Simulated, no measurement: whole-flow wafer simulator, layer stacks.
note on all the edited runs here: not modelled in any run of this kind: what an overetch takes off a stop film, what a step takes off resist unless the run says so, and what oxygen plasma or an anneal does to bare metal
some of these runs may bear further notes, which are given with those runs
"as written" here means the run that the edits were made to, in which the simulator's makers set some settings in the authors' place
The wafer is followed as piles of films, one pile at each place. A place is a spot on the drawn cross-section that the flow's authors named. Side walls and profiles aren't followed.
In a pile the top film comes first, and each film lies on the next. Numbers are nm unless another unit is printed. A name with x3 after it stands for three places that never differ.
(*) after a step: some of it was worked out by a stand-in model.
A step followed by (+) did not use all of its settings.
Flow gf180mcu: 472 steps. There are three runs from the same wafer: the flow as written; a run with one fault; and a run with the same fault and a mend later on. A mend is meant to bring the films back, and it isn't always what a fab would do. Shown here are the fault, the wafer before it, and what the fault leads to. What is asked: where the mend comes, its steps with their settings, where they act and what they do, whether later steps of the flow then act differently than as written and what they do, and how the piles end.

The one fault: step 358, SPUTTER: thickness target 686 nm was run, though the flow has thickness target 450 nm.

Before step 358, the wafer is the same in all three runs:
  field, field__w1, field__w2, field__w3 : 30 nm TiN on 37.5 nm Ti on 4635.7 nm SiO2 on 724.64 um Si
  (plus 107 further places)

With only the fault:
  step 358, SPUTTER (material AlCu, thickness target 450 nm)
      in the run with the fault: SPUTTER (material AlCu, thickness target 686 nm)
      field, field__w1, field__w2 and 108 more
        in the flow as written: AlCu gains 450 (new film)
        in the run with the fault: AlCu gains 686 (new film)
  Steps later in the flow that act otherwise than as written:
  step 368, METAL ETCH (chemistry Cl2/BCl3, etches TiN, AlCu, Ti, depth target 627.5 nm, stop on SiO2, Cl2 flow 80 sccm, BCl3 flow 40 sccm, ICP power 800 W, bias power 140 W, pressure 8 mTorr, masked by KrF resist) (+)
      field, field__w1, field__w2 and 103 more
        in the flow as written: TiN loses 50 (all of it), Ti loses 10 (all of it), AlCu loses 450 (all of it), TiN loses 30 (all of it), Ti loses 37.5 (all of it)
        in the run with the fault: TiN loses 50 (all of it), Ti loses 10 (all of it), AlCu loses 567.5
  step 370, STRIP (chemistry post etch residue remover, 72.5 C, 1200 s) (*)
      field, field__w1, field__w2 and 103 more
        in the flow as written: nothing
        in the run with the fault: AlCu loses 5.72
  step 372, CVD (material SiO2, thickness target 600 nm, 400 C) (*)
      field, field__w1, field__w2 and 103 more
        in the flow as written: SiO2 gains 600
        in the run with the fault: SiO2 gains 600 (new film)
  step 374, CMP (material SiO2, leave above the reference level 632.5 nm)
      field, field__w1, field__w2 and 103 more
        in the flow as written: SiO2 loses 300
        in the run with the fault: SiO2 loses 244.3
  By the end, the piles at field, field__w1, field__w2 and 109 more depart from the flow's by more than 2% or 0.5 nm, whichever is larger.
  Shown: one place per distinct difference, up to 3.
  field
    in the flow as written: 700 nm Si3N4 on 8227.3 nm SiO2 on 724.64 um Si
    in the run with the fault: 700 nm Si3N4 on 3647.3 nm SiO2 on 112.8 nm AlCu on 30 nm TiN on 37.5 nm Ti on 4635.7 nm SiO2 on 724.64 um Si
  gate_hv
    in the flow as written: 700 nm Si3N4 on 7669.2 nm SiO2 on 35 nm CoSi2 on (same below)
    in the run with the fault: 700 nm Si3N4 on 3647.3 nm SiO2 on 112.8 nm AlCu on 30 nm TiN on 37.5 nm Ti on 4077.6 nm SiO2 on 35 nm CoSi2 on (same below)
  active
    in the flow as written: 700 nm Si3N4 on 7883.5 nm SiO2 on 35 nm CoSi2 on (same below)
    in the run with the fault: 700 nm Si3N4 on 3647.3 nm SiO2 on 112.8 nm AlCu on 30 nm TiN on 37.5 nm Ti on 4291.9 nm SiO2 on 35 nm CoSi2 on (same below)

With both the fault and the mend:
  The mend follows step 358.
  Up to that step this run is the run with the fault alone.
  step 358a, METAL ETCH (chemistry Cl2/BCl3, etches TiN, AlCu, Ti, depth target 236 nm, Cl2 flow 80 sccm, BCl3 flow 40 sccm, ICP power 800 W, bias power 140 W, pressure 8 mTorr) (a further turn of the flow's step 260, with different settings)
      field, field__w1, field__w2 and 108 more
        AlCu loses 236
  Later steps of the flow that are run all act as written at every place that is followed.
  By the end, the piles equal the flow's at every place that both follow.
